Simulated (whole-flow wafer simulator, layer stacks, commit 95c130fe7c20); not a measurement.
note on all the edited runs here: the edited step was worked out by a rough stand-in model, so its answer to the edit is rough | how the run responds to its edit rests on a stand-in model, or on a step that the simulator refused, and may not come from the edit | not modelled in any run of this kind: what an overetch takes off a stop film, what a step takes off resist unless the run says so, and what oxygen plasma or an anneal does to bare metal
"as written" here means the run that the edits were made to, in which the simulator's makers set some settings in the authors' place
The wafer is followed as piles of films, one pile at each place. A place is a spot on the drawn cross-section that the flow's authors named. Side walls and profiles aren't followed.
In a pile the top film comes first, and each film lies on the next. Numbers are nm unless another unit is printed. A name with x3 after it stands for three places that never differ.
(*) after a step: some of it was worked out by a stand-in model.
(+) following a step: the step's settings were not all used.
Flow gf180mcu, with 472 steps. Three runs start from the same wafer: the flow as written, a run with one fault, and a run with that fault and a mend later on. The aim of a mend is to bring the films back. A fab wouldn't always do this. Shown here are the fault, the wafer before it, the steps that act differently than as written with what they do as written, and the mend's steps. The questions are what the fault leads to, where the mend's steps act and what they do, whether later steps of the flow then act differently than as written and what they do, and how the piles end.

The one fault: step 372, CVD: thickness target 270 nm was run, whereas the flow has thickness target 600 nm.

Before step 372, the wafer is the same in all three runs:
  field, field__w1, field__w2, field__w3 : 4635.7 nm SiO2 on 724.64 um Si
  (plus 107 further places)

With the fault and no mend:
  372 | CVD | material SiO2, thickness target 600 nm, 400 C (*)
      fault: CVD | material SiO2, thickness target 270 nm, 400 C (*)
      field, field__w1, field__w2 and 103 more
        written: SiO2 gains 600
        fault: SiO2 gains 270
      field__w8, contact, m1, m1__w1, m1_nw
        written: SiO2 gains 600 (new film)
        fault: SiO2 gains 270 (new film)
  Steps further on in the flow that do not act as written (11 more steps, not shown, differ only slightly: by at most 2% or 0.5 nm, whichever is larger):
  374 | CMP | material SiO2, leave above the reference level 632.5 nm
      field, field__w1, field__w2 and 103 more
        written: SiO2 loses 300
        fault: nothing
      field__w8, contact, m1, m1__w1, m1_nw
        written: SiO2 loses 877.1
        fault: SiO2 loses 547.1
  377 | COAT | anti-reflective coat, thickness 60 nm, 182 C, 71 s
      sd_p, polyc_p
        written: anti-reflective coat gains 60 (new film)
        fault: anti-reflective coat gains 65.8 (new film)
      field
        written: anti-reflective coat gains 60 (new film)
        fault: anti-reflective coat gains 71.8 (new film)
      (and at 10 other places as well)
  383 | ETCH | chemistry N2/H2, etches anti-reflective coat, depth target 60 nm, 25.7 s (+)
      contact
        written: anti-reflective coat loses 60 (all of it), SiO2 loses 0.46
        fault: anti-reflective coat loses 43.3 (all of it), SiO2 loses 0.89
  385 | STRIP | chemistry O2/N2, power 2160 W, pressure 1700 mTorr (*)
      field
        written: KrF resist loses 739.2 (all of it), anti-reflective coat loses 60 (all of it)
        fault: KrF resist loses 733.1 (all of it), anti-reflective coat loses 71.8 (all of it)
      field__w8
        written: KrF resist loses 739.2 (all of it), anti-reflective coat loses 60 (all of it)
        fault: KrF resist loses 736.4 (all of it), anti-reflective coat loses 42.8 (all of it)
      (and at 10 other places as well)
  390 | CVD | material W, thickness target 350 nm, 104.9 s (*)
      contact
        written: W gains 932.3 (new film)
        fault: W gains 902 (new film)
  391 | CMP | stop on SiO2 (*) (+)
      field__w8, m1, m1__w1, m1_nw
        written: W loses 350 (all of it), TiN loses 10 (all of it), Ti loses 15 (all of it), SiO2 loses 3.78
        fault: W loses 350 (all of it), TiN loses 10 (all of it), Ti loses 15 (all of it), SiO2 loses 5.01
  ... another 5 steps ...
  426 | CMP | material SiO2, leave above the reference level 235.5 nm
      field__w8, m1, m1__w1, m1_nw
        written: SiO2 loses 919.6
        fault: SiO2 loses 948.4
  At field__w8, contact, m1, m1__w1, m1_nw, the piles at the end differ from the flow's by more than 2% or 0.5 nm, whichever is larger.
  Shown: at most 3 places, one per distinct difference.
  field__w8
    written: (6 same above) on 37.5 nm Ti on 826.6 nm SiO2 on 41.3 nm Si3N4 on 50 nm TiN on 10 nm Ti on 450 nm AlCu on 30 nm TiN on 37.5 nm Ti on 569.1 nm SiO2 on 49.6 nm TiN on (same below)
    fault: (6 same above) on 37.5 nm Ti on 797.8 nm SiO2 on 41.3 nm Si3N4 on 50 nm TiN on 10 nm Ti on 450 nm AlCu on 30 nm TiN on 37.5 nm Ti on 567.9 nm SiO2 on 49.6 nm TiN on (same below)
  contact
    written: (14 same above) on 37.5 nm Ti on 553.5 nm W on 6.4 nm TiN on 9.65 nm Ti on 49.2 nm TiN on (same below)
    fault: (14 same above) on 37.5 nm Ti on 523.2 nm W on 6.52 nm TiN on 9.82 nm Ti on 49.2 nm TiN on (same below)

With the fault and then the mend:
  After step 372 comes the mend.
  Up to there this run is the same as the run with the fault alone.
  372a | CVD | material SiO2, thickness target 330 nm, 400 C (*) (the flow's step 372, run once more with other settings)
      field, field__w1, field__w2 and 108 more
        SiO2 gains 330
  Later steps of the flow that are run all act as written at every place that is followed.
  By the end, the piles equal the flow's at every place that both follow.
